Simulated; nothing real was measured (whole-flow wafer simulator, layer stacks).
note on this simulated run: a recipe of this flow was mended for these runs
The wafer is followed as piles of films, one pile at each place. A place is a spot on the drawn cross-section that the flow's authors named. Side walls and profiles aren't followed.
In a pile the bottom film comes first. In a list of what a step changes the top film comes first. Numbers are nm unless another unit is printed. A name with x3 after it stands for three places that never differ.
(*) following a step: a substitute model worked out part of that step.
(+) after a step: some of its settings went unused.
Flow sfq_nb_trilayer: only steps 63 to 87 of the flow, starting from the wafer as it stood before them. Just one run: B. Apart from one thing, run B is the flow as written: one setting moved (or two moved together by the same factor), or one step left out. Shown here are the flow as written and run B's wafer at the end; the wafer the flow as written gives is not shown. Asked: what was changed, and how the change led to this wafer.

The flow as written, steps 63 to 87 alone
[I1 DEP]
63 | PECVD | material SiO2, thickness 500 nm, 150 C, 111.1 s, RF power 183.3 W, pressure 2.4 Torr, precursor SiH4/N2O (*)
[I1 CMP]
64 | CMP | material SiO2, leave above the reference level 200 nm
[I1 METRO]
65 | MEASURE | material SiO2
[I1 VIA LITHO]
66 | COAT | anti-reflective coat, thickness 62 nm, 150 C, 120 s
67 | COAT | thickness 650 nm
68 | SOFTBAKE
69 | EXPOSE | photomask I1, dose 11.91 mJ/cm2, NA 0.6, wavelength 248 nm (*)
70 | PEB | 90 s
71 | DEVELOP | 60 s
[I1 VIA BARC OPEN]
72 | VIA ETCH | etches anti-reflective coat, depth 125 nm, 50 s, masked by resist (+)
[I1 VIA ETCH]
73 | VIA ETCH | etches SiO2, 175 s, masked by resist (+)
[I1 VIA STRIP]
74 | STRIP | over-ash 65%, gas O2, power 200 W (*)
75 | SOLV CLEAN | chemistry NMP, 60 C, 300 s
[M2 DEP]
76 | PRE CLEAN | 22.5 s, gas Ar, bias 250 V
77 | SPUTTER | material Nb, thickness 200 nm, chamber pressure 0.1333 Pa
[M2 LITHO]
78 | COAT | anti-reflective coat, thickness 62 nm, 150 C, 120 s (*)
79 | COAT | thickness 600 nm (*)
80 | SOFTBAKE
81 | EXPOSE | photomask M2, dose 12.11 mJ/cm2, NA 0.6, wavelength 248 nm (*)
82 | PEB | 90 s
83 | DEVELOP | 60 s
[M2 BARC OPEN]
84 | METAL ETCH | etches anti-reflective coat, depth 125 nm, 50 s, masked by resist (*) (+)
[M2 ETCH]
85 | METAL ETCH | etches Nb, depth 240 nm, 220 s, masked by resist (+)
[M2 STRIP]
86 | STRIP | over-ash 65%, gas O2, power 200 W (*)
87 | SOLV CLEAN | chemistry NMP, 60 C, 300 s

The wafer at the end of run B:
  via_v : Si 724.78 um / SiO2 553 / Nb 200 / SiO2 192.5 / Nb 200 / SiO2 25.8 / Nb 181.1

Cause: step 73, VIA ETCH: 112 s was run, whereas the flow has 175 s.

Step by step, how the change led to this:
  73 | VIA ETCH | etches SiO2, 175 s, masked by resist (+)
      via_v: -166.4 SiO2 (it would be, as written: -199.7 SiO2 (all of it), -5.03 Nb)
      field_l, v_sur, via_wl and 102 more: -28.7 KrF-resist-other-grade (it would be, as written: -44.8 KrF-resist-other-grade)
  74 | STRIP | over-ash 65%, gas O2, power 200 W (*)
      field_l, v_sur, via_wl and 102 more: -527 KrF-resist-other-grade (all of it), -62 anti-reflective coat (all of it) (it would be, as written: -510.8 KrF-resist-other-grade (all of it), -62 anti-reflective coat (all of it))
  76 | PRE CLEAN | 22.5 s, gas Ar, bias 250 V
      via_v: -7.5 SiO2 (it would be, as written: -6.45 Nb)
  77 | SPUTTER | material Nb, thickness 200 nm, chamber pressure 0.1333 Pa
      via_v: +181.1 Nb (new film) (it would be, as written: +172.8 Nb)
  78 | COAT | anti-reflective coat, thickness 62 nm, 150 C, 120 s (*)
      via_v: +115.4 anti-reflective coat (new film) (it would be, as written: +125.2 anti-reflective coat (new film))
      wire: +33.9 anti-reflective coat (new film) (it would be, as written: +34.6 anti-reflective coat (new film))
  79 | COAT | thickness 600 nm (*)
      via_v: +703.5 KrF-resist-other-grade (new film) (it would be, as written: +733.8 KrF-resist-other-grade (new film))
  86 | STRIP | over-ash 65%, gas O2, power 200 W (*)
      via_v: -467.8 KrF-resist-other-grade (all of it), -115.4 anti-reflective coat (all of it) (it would be, as written: -498 KrF-resist-other-grade (all of it), -125.2 anti-reflective coat (all of it))
      wire: -373.5 KrF-resist-other-grade (all of it), -33.9 anti-reflective coat (all of it) (it would be, as written: -369.7 KrF-resist-other-grade (all of it), -34.6 anti-reflective coat (all of it))
If metal films that touch count as one body, via_v has 3 bodies (between them, from the top down: SiO2 25.8; SiO2 192.5); the flow as written gives 2 bodies (between them, from the top down: SiO2 192.5).
